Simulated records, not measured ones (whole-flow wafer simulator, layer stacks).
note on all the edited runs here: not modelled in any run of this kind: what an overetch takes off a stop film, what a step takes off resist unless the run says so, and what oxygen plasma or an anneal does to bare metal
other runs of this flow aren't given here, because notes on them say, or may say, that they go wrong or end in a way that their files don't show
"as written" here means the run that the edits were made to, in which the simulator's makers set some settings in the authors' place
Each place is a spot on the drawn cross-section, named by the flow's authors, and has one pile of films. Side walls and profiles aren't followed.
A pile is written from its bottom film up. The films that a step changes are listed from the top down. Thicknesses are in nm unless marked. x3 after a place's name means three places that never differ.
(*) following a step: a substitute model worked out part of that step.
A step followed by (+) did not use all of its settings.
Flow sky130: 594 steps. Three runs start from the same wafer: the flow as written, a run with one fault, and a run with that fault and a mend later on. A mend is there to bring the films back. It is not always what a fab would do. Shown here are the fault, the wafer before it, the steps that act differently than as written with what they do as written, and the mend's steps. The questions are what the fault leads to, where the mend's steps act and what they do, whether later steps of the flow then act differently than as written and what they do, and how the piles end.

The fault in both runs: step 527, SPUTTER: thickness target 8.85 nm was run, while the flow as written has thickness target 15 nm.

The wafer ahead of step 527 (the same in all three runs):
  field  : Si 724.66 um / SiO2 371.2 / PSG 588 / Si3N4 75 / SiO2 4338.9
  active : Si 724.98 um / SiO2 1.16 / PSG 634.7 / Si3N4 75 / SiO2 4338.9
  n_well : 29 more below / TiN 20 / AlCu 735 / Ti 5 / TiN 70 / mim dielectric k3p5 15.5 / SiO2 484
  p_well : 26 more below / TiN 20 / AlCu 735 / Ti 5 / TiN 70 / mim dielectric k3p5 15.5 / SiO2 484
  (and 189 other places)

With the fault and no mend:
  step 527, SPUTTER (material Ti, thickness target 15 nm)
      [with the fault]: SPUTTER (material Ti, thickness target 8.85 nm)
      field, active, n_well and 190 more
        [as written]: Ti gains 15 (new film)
        [with the fault]: Ti gains 8.85 (new film)
  Later steps of the flow acting differently than as written (19 other steps are not shown; they differ only slightly, by no more than 2% or 0.5 nm, whichever is larger):
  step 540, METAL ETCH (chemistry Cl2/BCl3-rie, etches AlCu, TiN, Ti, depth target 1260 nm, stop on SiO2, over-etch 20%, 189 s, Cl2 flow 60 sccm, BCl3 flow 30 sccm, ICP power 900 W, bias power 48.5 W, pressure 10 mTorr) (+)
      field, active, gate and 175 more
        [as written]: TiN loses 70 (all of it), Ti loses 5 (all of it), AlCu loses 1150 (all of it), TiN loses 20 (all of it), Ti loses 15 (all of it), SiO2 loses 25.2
        [with the fault]: TiN loses 70 (all of it), Ti loses 5 (all of it), AlCu loses 1150 (all of it), TiN loses 20 (all of it), Ti loses 8.85 (all of it), SiO2 loses 25.8
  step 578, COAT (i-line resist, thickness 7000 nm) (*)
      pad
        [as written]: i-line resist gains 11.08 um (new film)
        [with the fault]: i-line resist gains 11.09 um (new film)
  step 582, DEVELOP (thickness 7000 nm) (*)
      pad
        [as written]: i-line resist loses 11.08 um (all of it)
        [with the fault]: i-line resist loses 11.09 um (all of it)
  By the end, the piles at n_well, p_well, sd_n and 12 more depart from the flow's by more than 2% or 0.5 nm, whichever is larger.
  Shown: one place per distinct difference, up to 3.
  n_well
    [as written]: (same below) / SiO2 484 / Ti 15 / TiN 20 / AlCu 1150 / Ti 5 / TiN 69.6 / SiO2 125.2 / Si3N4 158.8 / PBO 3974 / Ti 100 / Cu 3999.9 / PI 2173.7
    [with the fault]: (same below) / SiO2 484 / Ti 8.85 / TiN 20 / AlCu 1150 / Ti 5 / TiN 69.6 / SiO2 125.2 / Si3N4 158.8 / PBO 3978.4 / Ti 100 / Cu 3999.9 / PI 2174.4
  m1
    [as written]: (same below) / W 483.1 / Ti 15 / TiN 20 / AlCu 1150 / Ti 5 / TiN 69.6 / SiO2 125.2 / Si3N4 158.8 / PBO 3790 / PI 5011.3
    [with the fault]: (same below) / W 483.1 / Ti 8.85 / TiN 20 / AlCu 1150 / Ti 5 / TiN 69.6 / SiO2 125.2 / Si3N4 158.8 / PBO 3795.1 / PI 5011.6
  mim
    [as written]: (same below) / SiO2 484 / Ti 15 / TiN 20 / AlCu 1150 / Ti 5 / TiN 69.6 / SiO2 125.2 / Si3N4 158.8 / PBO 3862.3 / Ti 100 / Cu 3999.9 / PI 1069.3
    [with the fault]: (same below) / SiO2 484 / Ti 8.85 / TiN 20 / AlCu 1150 / Ti 5 / TiN 69.6 / SiO2 125.2 / Si3N4 158.8 / PBO 3867 / Ti 100 / Cu 3999.9 / PI 1069.9

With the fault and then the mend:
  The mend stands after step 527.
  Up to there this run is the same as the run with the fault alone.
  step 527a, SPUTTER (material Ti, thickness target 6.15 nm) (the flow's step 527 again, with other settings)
      field, active, n_well and 190 more
        Ti gains 6.15
  None of the later steps of the flow acts differently than as written at any place that is followed.
  By the end, the piles equal the flow's at every place that both follow.
